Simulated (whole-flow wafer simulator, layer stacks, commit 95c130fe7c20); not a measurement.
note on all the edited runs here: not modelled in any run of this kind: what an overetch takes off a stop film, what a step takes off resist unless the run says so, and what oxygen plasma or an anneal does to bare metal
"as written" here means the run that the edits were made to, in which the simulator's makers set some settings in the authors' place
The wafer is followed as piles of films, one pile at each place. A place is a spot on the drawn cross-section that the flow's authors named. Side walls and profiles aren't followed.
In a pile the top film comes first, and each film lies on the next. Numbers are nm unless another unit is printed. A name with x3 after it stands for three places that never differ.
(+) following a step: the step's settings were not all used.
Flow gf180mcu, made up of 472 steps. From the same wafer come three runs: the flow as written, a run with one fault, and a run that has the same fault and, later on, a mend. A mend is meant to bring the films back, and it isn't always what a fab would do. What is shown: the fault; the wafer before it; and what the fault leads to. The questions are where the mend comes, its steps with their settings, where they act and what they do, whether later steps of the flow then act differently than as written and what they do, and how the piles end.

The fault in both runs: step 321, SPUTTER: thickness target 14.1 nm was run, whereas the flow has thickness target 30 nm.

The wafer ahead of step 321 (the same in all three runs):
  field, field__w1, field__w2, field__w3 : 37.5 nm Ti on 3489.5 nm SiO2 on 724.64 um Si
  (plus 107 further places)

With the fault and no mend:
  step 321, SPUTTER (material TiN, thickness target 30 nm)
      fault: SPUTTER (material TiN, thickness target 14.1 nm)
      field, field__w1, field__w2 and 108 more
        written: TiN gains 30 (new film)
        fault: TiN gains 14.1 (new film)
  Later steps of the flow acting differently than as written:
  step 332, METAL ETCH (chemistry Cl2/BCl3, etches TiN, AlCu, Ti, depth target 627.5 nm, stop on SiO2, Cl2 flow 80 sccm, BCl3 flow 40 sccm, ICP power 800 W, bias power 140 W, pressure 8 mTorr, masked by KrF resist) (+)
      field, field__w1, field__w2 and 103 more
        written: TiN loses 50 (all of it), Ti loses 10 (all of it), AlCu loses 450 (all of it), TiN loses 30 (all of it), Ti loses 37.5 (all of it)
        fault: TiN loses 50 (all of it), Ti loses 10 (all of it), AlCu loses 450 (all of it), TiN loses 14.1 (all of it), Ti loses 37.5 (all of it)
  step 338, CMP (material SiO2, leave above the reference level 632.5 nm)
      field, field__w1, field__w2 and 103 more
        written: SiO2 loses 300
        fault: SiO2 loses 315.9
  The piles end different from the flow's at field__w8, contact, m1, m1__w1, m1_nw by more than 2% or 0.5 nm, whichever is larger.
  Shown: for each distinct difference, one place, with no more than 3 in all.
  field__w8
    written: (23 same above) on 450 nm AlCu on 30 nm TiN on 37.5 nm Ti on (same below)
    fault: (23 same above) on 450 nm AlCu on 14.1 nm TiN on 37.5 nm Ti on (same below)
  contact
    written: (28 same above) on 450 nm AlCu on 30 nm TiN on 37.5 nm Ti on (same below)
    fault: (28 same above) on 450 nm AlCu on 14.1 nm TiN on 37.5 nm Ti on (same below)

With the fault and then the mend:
  After step 321 comes the mend.
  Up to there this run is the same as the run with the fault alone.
  step 321a, SPUTTER (material TiN, thickness target 15.9 nm) (the flow's step 321, run once more with other settings)
      field, field__w1, field__w2 and 108 more
        TiN gains 15.9
  Later steps of the flow that are run all act as written at every place that is followed.
  At every place that both follow, the piles at the end match the flow's.
